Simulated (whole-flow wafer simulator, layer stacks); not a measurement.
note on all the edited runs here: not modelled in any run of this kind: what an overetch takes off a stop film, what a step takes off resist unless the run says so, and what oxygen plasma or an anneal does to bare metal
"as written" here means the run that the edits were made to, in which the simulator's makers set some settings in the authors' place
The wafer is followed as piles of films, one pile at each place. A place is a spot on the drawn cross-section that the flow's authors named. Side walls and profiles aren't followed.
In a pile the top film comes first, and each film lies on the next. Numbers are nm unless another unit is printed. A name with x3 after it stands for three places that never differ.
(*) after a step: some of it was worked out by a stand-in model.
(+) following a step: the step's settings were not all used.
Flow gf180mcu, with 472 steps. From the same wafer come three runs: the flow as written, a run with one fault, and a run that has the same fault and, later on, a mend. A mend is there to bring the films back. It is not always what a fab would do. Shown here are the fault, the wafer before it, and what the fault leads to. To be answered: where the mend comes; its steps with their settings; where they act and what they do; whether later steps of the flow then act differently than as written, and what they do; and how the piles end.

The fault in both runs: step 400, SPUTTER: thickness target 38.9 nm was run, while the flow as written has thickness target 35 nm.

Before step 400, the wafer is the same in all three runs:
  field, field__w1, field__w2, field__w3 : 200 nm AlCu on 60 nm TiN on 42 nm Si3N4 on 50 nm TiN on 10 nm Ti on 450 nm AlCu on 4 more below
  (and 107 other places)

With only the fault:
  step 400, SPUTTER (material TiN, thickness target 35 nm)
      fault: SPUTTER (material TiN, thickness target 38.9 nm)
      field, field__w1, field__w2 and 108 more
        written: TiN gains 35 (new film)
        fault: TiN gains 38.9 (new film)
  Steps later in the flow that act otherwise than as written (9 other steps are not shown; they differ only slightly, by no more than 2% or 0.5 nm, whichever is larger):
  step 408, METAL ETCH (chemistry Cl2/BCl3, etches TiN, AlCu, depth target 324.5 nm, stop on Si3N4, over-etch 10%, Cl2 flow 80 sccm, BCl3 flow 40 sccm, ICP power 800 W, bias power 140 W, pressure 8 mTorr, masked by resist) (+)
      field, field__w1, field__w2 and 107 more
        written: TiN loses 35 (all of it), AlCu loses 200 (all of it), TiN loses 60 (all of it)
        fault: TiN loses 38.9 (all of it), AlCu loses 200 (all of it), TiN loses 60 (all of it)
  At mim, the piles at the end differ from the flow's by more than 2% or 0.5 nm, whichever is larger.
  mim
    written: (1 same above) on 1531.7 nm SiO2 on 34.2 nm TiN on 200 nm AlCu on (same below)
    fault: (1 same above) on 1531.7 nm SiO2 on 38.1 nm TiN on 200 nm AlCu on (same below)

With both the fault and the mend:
  The mend follows step 407.
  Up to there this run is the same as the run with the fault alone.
  step 407a, STRIP (chemistry O2/N2, power 2160 W, pressure 1700 mTorr) (*)
      mim
        resist loses 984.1 (all of it)
  step 407b, METAL ETCH (chemistry Cl2/BCl3, etches TiN, AlCu, Ti, depth target 3.9 nm, Cl2 flow 80 sccm, BCl3 flow 40 sccm, ICP power 800 W, bias power 140 W, pressure 8 mTorr) (the flow's step 260, run once more with other settings)
      field, field__w1, field__w2 and 108 more
        TiN loses 3.9
  step 407c, HMDS (120 C, 60 s) (the flow's step 402, run once more)
      alters no film at any place that is followed
  step 407d, COAT (resist, thickness 1000 nm) (the flow's step 403, run once more)
      field, field__w1, field__w2 and 108 more
        resist gains 1000 (new film)
  step 407e, SOFTBAKE (resist) (the flow's step 404, run once more)
      alters no film at any place that is followed
  step 407f, EXPOSE (photomask FuseTop) (the flow's step 405, run once more)
      alters no film at any place that is followed
  step 407g, PEB (resist, 70.3 s) (the flow's step 406, run once more)
      field, field__w1, field__w2 and 108 more
        resist loses 15.9
  step 407h, DEVELOP (thickness 1000 nm, 60 s) (the flow's step 407, run once more)
      field, field__w1, field__w2 and 107 more
        resist loses 984.1 (all of it)
  Later steps of the flow that are run all act as written at every place that is followed.
  At every place that both follow, the piles at the end match the flow's.
